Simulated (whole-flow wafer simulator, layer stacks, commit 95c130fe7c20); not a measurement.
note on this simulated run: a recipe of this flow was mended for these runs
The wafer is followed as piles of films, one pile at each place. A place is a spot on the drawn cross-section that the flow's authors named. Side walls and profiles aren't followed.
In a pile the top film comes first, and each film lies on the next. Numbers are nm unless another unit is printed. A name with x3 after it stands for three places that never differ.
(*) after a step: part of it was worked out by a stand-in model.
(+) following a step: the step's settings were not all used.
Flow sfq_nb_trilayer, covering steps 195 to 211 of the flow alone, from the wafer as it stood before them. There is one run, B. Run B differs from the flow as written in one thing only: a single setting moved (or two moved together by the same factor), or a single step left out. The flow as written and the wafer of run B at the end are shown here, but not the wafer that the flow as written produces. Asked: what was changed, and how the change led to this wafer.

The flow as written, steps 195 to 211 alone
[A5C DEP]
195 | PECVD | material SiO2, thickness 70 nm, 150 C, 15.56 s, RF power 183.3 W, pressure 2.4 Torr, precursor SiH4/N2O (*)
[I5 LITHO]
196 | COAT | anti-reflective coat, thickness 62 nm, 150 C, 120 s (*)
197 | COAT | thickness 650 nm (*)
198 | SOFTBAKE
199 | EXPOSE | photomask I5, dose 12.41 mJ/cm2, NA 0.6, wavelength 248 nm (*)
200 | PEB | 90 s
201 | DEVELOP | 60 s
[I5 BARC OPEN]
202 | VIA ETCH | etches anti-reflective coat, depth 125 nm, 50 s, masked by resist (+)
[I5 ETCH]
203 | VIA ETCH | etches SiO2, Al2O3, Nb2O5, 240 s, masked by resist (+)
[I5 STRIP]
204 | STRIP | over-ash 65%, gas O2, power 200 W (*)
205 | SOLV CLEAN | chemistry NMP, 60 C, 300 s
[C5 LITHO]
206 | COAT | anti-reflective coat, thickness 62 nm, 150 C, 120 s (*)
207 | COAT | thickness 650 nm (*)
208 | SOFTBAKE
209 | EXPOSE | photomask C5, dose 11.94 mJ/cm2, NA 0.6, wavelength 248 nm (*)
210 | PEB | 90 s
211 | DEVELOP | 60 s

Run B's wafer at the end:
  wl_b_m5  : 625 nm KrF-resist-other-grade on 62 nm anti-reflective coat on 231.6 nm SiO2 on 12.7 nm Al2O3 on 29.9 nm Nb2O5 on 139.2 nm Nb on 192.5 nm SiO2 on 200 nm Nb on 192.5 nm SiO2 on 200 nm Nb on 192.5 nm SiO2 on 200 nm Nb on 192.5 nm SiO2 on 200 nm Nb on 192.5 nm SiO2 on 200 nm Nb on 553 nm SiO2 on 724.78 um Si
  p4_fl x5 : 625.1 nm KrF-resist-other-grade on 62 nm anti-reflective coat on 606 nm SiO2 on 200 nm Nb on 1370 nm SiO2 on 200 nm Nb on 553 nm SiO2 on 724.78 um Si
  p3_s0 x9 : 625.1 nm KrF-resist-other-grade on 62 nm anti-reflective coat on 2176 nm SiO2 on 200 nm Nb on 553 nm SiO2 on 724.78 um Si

What caused this: step 195, PECVD: thickness 86.8 nm was run, whereas the flow has thickness 70 nm; step 195, PECVD: 19.29 s was run, where the flow has 15.56 s.

The path from the change to this, step by step:
  195 | PECVD | material SiO2, thickness 70 nm, 150 C, 15.56 s, RF power 183.3 W, pressure 2.4 Torr, precursor SiH4/N2O (*)
      field_l, v_sur, via_wl and 92 more: +86.8 SiO2 (in the flow as written it would be: +70 SiO2)
      ce_l, c5j, ce_r and 8 more: +86.8 SiO2 (new film) (in the flow as written it would be: +70 SiO2 (new film))
  203 | VIA ETCH | etches SiO2, Al2O3, Nb2O5, 240 s, masked by resist (+)
      be: -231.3 SiO2 (all of it), -12.7 Al2O3 (all of it), -29.9 Nb2O5 (all of it), -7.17 Nb (in the flow as written it would be: -214.5 SiO2 (all of it), -12.7 Al2O3 (all of it), -29.9 Nb2O5 (all of it), -8.57 Nb)
